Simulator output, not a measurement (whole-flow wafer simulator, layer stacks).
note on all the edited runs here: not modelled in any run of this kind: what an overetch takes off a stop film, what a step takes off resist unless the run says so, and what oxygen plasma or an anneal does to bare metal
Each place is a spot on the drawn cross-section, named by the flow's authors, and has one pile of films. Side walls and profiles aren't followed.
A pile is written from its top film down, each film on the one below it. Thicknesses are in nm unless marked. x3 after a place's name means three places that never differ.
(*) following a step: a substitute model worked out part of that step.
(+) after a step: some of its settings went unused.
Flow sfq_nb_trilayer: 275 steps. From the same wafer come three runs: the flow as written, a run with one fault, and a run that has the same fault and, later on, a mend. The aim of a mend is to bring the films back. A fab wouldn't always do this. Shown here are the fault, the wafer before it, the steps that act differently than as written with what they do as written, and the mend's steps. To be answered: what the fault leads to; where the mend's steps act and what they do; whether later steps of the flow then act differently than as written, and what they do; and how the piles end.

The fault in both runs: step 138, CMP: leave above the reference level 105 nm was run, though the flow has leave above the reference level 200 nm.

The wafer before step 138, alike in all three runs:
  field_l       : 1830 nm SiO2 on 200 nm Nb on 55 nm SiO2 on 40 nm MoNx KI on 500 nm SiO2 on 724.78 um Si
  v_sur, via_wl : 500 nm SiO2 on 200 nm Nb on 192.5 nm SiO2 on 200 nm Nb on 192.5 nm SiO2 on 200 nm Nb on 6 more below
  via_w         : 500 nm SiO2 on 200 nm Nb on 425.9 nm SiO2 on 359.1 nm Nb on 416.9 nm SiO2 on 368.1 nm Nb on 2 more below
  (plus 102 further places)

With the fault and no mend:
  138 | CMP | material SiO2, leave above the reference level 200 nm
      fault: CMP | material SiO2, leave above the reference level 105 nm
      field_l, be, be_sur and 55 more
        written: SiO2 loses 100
        fault: SiO2 loses 195
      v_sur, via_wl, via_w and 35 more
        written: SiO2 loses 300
        fault: SiO2 loses 395
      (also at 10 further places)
  Later steps of the flow acting differently than as written (not shown: 4 more steps that differ only slightly, by at most 2% or 0.5 nm, whichever is larger):
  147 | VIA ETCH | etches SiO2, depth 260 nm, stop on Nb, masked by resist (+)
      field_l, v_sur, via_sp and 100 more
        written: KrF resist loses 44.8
        fault: KrF resist loses 27.1
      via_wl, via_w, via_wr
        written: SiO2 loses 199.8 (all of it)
        fault: SiO2 loses 104.8 (all of it)
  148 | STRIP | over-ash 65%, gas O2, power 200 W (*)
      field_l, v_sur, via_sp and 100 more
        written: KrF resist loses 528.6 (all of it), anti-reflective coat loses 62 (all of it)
        fault: KrF resist loses 546.3 (all of it), anti-reflective coat loses 62 (all of it)
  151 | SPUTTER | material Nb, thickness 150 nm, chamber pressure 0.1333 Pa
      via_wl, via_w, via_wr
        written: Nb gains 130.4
        fault: Nb gains 141.5
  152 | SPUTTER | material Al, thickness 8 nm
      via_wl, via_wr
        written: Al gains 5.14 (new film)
        fault: Al gains 6.27 (new film)
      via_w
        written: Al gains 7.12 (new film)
        fault: Al gains 7.86 (new film)
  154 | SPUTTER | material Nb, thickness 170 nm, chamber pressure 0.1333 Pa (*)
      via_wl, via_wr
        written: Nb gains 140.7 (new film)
        fault: Nb gains 128.9 (new film)
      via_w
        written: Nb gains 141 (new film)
        fault: Nb gains 167.6 (new film)
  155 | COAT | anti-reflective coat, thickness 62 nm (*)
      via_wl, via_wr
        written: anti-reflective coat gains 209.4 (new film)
        fault: anti-reflective coat gains 166 (new film)
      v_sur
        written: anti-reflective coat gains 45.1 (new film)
        fault: anti-reflective coat gains 49.9 (new film)
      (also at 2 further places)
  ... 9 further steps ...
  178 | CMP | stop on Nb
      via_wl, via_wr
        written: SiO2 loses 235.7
        fault: SiO2 loses 341.5
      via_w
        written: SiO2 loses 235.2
        fault: SiO2 loses 341.1
  By the end, the piles at field_l, v_sur, via_wl and 103 more depart from the flow's by more than 2% or 0.5 nm, whichever is larger.
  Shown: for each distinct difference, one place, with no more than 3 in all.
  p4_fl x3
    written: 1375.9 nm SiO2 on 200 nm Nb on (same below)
    fault: 1280.9 nm SiO2 on 200 nm Nb on (same below)
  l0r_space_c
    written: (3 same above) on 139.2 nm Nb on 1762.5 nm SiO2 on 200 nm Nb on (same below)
    fault: (3 same above) on 139.2 nm Nb on 1667.5 nm SiO2 on 200 nm Nb on (same below)
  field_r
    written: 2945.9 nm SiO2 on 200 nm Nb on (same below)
    fault: 2850.9 nm SiO2 on 200 nm Nb on (same below)

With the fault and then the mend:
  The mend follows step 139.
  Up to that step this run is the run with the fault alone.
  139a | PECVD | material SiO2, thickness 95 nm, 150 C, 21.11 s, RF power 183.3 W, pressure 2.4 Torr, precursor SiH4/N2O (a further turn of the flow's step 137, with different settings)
      field_l, v_sur, via_wl and 103 more
        SiO2 gains 95
  Later steps of the flow that are run all act as written at every place that is followed, up to a difference of at most 2% or 0.5 nm, whichever is larger.
  The piles end the same as the flow's at every place that both follow.
